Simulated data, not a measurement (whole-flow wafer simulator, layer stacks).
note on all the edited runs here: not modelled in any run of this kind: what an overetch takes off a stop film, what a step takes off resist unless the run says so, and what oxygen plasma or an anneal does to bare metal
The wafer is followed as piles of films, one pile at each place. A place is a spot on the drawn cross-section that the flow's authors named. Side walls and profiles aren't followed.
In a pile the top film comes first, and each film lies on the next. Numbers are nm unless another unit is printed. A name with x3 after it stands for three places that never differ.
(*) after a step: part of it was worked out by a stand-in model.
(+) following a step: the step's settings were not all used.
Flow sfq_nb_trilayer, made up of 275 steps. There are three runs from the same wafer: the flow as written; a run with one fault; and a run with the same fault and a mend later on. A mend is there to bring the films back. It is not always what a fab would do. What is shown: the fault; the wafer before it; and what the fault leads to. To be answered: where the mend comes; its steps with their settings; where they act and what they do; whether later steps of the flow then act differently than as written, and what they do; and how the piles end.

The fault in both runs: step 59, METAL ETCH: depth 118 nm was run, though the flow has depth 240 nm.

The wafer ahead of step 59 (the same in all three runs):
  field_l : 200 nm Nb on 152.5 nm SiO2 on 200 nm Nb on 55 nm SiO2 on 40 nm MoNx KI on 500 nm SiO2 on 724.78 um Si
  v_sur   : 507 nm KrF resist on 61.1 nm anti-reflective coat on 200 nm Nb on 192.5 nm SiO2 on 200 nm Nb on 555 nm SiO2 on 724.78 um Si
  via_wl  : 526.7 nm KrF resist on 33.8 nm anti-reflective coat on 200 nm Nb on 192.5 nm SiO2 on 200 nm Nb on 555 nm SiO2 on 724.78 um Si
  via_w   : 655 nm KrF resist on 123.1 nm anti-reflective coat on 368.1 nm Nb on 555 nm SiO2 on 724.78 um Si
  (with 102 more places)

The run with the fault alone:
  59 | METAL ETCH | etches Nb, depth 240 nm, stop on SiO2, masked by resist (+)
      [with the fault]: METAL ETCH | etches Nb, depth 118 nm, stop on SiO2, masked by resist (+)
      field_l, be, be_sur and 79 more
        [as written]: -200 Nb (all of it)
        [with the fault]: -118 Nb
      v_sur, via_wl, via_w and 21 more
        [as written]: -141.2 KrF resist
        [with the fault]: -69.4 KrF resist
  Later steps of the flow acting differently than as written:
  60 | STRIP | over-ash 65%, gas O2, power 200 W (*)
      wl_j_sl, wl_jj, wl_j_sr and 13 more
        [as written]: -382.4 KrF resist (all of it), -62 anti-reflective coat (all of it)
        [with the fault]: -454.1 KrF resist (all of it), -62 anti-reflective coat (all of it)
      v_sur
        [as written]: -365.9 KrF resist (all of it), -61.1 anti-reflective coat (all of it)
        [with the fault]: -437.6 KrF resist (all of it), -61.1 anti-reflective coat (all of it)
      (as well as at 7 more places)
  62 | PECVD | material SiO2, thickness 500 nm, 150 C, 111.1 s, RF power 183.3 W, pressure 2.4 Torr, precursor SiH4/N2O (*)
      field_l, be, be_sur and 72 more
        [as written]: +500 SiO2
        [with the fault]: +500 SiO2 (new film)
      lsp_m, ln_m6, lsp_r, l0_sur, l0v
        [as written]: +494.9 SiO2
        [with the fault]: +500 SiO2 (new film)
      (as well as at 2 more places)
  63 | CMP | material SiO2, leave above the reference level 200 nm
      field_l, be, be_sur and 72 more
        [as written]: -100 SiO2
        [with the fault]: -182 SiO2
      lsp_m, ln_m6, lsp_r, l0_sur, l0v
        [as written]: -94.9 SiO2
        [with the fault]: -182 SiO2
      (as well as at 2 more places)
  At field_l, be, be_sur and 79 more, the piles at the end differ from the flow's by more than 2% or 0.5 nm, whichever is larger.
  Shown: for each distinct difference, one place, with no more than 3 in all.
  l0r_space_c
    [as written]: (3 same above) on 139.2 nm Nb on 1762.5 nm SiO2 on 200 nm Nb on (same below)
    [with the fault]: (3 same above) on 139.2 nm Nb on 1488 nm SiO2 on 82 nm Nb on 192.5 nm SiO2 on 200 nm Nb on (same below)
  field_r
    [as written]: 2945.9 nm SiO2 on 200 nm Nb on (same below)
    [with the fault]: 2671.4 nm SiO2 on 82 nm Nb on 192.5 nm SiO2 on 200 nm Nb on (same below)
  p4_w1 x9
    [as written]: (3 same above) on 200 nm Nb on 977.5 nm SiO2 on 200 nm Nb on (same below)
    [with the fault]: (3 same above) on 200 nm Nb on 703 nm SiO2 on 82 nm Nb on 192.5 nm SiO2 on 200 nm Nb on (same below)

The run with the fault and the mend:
  After step 59 comes the mend.
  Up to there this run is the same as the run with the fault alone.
  59a | METAL ETCH | etches Nb, depth 122 nm, stop on SiO2, masked by resist (+) (the flow's step 59, run once more with other settings)
      field_l, be, be_sur and 79 more
        -82 Nb (all of it)
      v_sur, via_wl, via_w and 21 more
        -71.8 KrF resist
  None of the later steps of the flow acts differently than as written at any place that is followed.
  At every place that both follow, the piles at the end match the flow's.
